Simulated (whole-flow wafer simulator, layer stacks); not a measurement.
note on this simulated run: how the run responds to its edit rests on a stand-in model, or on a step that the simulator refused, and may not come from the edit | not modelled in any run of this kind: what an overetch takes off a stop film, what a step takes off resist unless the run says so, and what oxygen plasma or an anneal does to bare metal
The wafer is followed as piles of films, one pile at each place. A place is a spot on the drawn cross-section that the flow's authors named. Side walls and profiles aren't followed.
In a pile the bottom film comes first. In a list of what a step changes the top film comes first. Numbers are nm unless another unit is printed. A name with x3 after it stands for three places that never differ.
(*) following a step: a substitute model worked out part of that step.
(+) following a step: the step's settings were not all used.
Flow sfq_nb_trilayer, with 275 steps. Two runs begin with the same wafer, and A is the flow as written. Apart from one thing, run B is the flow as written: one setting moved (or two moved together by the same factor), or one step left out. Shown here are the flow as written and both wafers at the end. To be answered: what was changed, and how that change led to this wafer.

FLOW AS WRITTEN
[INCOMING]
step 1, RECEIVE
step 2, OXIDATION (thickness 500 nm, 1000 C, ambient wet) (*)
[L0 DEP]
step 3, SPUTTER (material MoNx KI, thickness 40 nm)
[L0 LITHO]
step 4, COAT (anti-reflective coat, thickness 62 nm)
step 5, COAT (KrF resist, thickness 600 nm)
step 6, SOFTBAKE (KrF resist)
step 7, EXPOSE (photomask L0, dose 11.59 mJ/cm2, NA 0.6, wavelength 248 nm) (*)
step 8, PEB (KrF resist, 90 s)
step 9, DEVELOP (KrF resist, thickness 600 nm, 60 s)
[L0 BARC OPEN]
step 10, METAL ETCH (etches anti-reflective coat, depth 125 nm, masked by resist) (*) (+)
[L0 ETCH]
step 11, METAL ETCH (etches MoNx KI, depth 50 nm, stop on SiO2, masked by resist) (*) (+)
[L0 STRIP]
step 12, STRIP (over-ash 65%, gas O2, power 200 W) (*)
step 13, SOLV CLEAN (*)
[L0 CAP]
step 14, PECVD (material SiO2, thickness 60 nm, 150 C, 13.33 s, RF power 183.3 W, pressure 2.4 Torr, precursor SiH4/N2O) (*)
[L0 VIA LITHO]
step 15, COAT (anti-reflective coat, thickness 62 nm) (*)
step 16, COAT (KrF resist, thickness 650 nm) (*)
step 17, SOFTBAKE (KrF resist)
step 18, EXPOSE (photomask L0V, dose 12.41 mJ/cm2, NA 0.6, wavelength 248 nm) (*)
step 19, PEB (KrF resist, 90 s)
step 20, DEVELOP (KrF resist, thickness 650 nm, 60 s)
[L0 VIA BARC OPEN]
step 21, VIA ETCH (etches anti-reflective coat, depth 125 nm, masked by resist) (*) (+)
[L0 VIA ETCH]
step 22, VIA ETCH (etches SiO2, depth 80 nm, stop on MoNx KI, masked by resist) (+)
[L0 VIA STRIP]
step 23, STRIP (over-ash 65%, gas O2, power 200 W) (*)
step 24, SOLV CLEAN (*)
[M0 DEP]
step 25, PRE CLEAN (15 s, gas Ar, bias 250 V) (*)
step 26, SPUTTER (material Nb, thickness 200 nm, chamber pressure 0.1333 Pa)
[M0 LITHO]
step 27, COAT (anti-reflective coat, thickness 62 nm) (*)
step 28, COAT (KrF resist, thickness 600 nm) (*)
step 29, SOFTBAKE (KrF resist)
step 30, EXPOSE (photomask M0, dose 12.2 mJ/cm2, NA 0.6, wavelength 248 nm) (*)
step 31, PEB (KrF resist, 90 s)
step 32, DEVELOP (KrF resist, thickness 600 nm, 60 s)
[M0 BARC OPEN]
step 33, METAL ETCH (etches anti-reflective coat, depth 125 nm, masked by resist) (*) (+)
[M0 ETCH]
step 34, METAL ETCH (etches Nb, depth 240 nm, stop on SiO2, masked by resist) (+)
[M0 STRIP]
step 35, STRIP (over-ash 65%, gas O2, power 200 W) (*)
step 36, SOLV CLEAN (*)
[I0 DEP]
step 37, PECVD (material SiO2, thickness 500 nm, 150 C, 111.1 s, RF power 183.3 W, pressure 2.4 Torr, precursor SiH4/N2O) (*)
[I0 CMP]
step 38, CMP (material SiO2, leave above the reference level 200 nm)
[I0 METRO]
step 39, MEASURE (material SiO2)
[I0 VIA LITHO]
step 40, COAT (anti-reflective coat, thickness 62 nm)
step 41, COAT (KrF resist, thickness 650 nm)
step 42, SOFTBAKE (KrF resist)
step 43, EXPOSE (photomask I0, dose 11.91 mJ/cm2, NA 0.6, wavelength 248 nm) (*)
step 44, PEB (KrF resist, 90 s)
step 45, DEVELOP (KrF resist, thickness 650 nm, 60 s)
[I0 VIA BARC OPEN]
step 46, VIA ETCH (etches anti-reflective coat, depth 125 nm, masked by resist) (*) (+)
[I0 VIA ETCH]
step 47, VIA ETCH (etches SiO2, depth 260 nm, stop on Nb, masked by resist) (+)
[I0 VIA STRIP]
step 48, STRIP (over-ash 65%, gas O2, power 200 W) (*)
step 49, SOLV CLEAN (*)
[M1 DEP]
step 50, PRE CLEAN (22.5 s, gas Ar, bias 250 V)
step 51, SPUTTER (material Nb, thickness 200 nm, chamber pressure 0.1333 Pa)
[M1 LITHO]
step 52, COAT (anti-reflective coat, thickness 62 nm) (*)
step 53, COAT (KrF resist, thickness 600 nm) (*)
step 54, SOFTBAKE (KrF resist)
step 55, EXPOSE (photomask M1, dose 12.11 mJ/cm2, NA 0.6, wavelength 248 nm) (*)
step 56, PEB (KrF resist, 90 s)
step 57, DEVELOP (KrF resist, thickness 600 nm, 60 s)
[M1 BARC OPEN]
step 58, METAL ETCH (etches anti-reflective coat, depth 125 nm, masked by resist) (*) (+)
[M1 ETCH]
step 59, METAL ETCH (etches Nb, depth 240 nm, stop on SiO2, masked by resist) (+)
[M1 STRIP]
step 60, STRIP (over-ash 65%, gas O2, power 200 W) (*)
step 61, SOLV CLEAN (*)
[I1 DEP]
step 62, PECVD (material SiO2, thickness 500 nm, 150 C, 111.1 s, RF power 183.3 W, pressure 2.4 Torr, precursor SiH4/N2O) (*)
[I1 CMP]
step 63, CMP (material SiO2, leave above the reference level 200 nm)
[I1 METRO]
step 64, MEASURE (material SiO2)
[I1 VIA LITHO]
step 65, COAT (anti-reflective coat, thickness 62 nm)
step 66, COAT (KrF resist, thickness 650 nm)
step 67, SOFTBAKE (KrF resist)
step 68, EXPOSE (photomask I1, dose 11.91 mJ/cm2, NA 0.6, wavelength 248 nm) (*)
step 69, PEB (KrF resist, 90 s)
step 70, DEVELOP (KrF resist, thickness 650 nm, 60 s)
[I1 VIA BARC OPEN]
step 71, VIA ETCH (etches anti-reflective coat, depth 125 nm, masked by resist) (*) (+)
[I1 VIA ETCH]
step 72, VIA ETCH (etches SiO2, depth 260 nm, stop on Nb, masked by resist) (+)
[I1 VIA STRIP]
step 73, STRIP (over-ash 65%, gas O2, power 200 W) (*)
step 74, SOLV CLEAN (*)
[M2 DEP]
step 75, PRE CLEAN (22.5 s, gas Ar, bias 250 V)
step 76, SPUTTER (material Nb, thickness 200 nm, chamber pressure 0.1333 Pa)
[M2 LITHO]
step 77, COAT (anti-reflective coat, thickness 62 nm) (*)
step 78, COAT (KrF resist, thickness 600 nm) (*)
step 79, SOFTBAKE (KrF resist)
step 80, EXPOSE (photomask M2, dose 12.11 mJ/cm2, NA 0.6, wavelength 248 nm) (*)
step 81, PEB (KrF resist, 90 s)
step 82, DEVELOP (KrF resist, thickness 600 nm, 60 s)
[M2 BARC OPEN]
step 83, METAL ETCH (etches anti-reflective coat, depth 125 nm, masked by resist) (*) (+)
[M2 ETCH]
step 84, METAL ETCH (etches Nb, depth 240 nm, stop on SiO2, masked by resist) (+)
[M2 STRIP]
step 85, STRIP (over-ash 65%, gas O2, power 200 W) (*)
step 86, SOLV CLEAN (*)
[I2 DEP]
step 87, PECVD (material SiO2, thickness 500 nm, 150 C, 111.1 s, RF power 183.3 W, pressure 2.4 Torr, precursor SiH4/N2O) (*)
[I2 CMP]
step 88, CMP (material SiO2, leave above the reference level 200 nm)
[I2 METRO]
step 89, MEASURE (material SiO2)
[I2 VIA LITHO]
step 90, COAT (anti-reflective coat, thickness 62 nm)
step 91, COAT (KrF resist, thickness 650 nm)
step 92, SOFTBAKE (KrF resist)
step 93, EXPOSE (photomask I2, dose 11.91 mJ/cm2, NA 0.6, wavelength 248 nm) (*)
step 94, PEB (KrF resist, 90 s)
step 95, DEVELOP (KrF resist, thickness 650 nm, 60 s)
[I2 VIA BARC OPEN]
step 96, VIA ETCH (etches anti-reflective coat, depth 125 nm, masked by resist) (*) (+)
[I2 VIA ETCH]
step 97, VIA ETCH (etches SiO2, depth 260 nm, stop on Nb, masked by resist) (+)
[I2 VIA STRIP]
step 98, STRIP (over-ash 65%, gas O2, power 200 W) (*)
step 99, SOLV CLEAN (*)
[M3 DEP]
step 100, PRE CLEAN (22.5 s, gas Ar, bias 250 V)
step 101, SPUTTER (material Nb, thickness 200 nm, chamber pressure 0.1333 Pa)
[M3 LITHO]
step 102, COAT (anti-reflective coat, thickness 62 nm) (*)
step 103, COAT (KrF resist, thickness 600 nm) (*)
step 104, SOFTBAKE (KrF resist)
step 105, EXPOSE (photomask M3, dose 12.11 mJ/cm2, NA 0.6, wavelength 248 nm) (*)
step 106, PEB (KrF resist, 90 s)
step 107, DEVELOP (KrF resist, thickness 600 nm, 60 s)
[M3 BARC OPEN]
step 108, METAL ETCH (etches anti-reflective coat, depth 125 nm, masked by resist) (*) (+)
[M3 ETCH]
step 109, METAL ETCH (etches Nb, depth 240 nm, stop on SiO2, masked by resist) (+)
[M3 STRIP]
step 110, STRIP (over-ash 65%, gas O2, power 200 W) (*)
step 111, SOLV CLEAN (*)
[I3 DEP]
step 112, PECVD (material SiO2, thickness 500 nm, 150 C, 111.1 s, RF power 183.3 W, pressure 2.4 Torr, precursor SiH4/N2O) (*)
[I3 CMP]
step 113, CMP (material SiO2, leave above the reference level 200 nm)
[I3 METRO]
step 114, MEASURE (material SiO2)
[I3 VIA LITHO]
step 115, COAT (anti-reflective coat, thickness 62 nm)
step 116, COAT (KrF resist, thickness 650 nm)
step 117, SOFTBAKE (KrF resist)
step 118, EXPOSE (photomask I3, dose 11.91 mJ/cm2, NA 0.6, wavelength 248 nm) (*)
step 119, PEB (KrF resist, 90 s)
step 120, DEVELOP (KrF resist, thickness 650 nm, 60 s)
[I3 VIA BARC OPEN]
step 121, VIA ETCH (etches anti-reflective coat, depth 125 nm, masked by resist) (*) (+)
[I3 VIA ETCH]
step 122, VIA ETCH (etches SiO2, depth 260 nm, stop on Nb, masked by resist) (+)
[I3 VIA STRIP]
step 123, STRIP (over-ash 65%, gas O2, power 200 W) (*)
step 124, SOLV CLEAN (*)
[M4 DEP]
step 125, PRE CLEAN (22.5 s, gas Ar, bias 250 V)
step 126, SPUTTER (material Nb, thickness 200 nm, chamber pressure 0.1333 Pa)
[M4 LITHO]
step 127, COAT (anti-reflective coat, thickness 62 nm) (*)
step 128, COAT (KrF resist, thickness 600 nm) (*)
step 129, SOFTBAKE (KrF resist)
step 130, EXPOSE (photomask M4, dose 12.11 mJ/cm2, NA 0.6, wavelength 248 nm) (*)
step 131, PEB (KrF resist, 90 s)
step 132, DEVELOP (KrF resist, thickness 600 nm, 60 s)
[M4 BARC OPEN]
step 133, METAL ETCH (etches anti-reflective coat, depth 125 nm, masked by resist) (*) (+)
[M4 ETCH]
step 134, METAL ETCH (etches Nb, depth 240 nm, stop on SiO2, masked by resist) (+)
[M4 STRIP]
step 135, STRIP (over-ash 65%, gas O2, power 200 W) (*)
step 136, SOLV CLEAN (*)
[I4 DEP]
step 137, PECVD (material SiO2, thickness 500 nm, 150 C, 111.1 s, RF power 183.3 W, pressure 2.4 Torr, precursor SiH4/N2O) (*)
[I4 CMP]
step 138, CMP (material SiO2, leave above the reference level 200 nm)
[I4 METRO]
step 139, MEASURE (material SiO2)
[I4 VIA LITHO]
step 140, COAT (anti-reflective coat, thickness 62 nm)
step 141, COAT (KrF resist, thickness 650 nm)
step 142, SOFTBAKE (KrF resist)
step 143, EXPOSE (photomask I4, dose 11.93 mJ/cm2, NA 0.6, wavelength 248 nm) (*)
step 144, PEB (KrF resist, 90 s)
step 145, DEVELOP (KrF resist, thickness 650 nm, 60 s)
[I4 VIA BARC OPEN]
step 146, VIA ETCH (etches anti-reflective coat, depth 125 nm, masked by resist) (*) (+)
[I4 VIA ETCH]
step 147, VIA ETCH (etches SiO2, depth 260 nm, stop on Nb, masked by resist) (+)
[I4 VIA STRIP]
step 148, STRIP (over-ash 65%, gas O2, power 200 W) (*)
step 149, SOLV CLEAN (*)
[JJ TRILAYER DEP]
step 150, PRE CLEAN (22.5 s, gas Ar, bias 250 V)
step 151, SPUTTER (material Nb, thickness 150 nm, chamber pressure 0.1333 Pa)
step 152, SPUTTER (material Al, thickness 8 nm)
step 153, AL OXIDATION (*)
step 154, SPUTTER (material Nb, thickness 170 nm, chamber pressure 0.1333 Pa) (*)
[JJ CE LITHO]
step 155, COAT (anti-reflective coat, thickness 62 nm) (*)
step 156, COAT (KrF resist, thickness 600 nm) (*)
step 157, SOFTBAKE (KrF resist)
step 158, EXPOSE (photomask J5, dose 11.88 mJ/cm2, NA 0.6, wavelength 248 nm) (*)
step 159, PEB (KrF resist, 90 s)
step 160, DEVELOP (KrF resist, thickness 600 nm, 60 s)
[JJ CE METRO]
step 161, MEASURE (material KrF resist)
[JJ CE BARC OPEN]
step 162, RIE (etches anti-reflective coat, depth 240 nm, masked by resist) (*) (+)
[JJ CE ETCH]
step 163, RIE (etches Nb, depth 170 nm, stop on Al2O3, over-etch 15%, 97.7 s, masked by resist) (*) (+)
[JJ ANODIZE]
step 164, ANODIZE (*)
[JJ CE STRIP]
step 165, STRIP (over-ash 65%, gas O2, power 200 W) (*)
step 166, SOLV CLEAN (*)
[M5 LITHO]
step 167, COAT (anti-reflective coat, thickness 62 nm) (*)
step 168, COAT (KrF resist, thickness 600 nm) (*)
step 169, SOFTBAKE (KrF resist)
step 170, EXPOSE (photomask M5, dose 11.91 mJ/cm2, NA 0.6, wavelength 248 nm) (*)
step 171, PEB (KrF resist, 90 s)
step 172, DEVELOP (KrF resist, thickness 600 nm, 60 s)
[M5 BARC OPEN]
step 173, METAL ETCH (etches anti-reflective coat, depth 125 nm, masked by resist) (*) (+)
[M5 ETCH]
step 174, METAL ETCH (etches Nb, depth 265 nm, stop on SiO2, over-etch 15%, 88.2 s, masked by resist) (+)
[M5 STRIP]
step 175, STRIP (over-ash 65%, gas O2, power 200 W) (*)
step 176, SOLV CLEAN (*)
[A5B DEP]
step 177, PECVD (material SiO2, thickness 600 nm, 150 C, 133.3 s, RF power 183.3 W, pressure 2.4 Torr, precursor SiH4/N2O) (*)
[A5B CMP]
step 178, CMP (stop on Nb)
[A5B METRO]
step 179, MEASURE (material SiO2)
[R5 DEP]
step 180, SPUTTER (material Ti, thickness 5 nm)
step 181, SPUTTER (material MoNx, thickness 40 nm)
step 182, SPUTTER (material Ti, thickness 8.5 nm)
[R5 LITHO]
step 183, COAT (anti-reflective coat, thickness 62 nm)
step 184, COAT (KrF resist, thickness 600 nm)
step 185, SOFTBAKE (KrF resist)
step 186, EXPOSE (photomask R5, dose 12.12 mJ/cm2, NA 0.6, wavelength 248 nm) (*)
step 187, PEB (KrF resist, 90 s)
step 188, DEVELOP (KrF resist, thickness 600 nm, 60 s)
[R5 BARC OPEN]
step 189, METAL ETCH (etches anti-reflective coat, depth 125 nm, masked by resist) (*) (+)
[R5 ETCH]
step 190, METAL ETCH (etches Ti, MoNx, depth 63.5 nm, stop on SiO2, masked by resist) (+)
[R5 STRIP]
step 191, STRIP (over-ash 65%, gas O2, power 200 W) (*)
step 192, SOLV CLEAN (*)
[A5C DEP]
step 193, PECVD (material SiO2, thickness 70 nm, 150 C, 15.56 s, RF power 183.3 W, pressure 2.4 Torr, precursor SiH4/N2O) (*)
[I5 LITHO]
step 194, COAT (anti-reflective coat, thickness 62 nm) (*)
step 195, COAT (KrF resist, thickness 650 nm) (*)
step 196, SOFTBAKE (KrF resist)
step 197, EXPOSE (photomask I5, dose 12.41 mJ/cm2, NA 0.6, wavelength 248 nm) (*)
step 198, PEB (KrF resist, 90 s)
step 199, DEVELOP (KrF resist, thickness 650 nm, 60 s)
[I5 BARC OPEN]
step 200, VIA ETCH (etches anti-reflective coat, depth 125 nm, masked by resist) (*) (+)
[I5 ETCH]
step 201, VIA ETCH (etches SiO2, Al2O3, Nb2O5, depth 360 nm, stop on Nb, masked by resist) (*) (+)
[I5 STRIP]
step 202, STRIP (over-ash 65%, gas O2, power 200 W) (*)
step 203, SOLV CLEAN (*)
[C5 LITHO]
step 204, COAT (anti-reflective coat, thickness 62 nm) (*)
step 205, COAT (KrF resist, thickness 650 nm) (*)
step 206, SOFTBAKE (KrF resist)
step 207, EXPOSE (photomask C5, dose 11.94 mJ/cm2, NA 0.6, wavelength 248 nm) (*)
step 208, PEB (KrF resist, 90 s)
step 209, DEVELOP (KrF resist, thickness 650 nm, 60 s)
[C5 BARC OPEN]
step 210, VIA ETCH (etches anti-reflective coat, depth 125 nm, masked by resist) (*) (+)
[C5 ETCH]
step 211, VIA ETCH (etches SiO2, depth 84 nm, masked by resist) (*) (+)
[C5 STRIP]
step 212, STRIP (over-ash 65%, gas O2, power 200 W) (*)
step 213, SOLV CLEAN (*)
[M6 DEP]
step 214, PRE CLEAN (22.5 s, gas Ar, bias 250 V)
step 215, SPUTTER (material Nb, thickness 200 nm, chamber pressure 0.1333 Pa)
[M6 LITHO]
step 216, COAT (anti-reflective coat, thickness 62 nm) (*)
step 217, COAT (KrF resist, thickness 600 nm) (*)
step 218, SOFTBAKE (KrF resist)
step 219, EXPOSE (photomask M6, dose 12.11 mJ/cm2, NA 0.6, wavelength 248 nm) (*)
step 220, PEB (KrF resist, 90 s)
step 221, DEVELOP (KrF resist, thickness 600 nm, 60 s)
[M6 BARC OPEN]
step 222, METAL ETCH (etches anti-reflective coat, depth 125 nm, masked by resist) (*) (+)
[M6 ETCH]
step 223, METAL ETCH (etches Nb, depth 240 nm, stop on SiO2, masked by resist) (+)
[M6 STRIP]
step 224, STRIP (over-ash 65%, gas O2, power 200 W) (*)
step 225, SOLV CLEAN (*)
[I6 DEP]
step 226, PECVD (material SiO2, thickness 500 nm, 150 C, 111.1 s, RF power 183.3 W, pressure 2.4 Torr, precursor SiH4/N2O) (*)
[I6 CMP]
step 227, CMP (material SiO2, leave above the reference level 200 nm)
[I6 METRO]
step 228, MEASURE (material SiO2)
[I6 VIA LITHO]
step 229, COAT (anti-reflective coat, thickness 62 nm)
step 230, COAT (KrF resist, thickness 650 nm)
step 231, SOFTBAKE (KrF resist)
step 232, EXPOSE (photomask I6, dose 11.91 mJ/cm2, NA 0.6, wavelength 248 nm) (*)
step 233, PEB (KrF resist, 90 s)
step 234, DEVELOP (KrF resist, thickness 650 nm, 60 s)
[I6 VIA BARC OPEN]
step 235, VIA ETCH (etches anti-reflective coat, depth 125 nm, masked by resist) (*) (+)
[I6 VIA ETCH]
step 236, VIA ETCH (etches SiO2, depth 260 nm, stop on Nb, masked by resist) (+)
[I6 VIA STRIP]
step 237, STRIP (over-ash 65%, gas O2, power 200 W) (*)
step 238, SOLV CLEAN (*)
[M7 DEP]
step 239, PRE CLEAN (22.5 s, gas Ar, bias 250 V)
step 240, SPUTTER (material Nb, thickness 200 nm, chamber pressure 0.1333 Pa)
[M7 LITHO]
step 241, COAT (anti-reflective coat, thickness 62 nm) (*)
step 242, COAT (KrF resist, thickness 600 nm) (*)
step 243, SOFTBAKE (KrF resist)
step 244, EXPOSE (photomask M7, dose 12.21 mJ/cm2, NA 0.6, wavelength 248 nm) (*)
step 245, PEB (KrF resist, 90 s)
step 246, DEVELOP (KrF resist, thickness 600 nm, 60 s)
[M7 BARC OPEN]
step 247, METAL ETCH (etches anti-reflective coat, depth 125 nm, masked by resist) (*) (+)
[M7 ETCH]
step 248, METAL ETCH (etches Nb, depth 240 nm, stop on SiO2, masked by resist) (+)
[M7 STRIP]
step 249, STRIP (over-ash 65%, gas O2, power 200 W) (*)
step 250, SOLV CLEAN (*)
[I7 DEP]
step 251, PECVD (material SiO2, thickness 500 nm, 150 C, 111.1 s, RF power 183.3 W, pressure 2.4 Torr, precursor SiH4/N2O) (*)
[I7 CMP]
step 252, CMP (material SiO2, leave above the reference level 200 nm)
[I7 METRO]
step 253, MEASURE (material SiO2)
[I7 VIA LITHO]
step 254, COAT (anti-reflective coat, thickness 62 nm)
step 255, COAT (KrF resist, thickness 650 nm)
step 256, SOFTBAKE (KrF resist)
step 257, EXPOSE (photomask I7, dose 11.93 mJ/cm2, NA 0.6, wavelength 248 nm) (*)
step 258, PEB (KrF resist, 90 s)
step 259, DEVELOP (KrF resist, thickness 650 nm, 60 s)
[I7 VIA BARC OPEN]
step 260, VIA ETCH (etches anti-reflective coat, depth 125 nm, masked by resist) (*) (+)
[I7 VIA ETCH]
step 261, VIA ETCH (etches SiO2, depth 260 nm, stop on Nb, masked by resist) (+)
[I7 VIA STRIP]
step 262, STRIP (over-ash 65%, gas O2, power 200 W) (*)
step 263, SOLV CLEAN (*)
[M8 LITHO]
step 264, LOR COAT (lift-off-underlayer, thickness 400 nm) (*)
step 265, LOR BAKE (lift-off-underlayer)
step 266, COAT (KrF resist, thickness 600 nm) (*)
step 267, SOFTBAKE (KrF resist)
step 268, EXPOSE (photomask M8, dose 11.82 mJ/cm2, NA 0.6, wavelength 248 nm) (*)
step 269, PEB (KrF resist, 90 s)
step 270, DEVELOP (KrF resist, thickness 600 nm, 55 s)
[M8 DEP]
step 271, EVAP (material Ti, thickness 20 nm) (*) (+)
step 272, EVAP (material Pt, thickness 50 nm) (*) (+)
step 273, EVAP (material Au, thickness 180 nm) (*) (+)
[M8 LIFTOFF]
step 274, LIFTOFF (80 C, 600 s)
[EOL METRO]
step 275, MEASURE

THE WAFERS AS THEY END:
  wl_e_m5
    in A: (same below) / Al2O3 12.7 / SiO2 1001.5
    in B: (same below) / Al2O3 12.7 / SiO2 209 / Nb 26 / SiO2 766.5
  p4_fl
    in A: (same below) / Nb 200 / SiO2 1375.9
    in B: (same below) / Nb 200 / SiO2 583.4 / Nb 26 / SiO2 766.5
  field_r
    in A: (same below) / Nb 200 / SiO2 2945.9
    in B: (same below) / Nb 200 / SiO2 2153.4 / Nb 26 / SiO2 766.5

What caused this: step 223, METAL ETCH: depth 174 nm was run, while the flow as written has depth 240 nm.

Step by step, how the change led to this:
  step 223, METAL ETCH (etches Nb, depth 240 nm, stop on SiO2, masked by resist) (+)
      field_l, gap, moat and 76 more: A Nb loses 200 (all of it) | B Nb loses 174
      v_sur, via_wl, via_w and 24 more: A KrF resist loses 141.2 | B KrF resist loses 102.4
  step 224, STRIP (over-ash 65%, gas O2, power 200 W) (*)
      wl_j_sl, wl_j_sr: A KrF resist loses 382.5 (all of it), anti-reflective coat loses 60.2 (all of it) | B KrF resist loses 421.3 (all of it), anti-reflective coat loses 60.2 (all of it)
      wl_c_m6, wl_f_m6: A KrF resist loses 382.3 (all of it), anti-reflective coat loses 62 (all of it) | B KrF resist loses 421.1 (all of it), anti-reflective coat loses 62 (all of it)
      (also at 23 further places)
  step 226, PECVD (material SiO2, thickness 500 nm, 150 C, 111.1 s, RF power 183.3 W, pressure 2.4 Torr, precursor SiH4/N2O) (*)
      field_l, p4_fl, p4_fm and 62 more: A SiO2 gains 500 | B SiO2 gains 500 (new film)
      moat, field_r, lsp_l, ln_m5, lsp_m: A SiO2 gains 493.6 | B SiO2 gains 494.4 (new film)
      (also at 9 further places)
  step 227, CMP (material SiO2, leave above the reference level 200 nm)
      field_l, p4_fl, p4_fm and 59 more: A SiO2 loses 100 | B SiO2 loses 126
      moat, field_r, lsp_l, ln_m5, lsp_m: A SiO2 loses 93.6 | B SiO2 loses 120.4
      (also at 8 further places)
With metal films that touch counted as one body, wl_e_m5 has 7 bodies (between them, from the top down: SiO2 209 / Al2O3 12.7 / Nb2O5 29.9; SiO2 192.5; SiO2 192.5; SiO2 192.5; SiO2 192.5; SiO2 192.5); the flow as written gives 6 bodies (between them, from the top down: SiO2 192.5; SiO2 192.5; SiO2 192.5; SiO2 192.5; SiO2 192.5).
With metal films that touch counted as one body, p4_fl has 3 bodies (between them, from the top down: SiO2 583.4; SiO2 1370); the flow as written gives 2 bodies (between them, from the top down: SiO2 1370).
With metal films that touch counted as one body, field_r has 2 bodies (between them, from the top down: SiO2 2153.4); the flow as written gives 1 body.
